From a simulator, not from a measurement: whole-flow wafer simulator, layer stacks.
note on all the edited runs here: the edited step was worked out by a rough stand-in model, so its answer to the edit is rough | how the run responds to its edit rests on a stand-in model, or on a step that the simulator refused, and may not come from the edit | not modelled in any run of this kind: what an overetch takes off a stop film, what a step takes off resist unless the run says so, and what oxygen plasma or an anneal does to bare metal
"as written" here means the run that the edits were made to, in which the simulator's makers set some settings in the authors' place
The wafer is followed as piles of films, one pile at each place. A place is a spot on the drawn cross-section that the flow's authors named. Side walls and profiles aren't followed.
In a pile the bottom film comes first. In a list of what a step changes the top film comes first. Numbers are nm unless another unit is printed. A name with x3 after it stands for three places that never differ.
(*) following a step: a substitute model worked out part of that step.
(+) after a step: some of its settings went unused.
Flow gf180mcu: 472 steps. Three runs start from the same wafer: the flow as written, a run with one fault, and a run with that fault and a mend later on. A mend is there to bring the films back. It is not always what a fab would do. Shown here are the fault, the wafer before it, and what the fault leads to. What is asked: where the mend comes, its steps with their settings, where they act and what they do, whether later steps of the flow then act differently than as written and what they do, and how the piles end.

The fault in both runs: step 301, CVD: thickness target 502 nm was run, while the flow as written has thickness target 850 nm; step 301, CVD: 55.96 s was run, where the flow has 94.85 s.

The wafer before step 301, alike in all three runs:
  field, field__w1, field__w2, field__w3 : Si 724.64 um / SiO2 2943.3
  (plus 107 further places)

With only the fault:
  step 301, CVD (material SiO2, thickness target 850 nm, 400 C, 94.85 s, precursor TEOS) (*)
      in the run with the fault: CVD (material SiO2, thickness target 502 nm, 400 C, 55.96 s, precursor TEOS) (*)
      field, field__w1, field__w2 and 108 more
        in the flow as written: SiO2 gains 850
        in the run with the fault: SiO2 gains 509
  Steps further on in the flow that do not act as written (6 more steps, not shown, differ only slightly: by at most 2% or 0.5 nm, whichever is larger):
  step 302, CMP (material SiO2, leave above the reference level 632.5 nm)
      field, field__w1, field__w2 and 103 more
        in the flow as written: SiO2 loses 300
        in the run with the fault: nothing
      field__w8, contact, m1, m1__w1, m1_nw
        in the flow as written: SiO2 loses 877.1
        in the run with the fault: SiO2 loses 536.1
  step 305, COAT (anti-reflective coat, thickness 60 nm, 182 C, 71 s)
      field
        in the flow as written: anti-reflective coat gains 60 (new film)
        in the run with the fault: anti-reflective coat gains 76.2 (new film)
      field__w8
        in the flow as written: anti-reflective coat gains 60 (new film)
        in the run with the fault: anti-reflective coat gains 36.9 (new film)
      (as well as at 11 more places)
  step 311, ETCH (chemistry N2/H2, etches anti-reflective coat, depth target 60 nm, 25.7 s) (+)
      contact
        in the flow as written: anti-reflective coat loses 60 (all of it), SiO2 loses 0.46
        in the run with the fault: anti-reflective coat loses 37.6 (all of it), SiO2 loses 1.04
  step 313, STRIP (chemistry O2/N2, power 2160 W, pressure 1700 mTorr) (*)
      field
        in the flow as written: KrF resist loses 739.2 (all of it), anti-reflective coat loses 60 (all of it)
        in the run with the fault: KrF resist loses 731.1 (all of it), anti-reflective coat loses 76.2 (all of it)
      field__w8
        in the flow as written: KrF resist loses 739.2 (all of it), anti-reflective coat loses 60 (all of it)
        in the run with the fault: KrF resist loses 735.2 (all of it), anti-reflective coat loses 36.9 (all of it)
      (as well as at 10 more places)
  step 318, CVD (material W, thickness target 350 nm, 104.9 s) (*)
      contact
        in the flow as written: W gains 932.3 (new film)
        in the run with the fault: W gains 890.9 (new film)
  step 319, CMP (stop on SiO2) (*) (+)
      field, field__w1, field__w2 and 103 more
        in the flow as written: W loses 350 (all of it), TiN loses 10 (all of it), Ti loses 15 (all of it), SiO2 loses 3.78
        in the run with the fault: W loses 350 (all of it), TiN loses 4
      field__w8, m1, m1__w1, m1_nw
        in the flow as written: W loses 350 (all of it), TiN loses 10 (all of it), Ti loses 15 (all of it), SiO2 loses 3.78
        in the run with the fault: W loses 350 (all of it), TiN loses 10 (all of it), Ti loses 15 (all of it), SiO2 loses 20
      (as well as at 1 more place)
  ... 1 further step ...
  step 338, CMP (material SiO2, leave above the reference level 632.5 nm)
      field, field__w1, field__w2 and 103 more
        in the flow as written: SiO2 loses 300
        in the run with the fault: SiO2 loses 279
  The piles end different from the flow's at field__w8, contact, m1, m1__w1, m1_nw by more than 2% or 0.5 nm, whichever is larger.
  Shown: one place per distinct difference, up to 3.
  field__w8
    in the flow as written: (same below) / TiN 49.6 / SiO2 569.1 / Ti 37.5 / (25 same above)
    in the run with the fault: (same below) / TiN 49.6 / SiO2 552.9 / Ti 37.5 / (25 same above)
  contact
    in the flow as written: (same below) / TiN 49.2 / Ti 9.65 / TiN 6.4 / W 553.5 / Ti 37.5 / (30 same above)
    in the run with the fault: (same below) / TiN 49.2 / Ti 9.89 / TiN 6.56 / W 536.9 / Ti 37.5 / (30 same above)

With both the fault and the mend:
  The mend follows step 301.
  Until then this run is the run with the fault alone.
  step 301a, CVD (material SiO2, thickness target 348 nm, 400 C, 38.83 s, precursor TEOS) (*) (the flow's step 301, run once more with other settings)
      field, field__w1, field__w2 and 108 more
        SiO2 gains 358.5
  Steps further on in the flow that do not act as written:
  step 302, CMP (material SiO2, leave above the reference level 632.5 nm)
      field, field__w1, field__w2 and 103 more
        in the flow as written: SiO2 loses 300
        in the run with the mend: SiO2 loses 317.5
  By the end, the piles equal the flow's at every place that both follow.
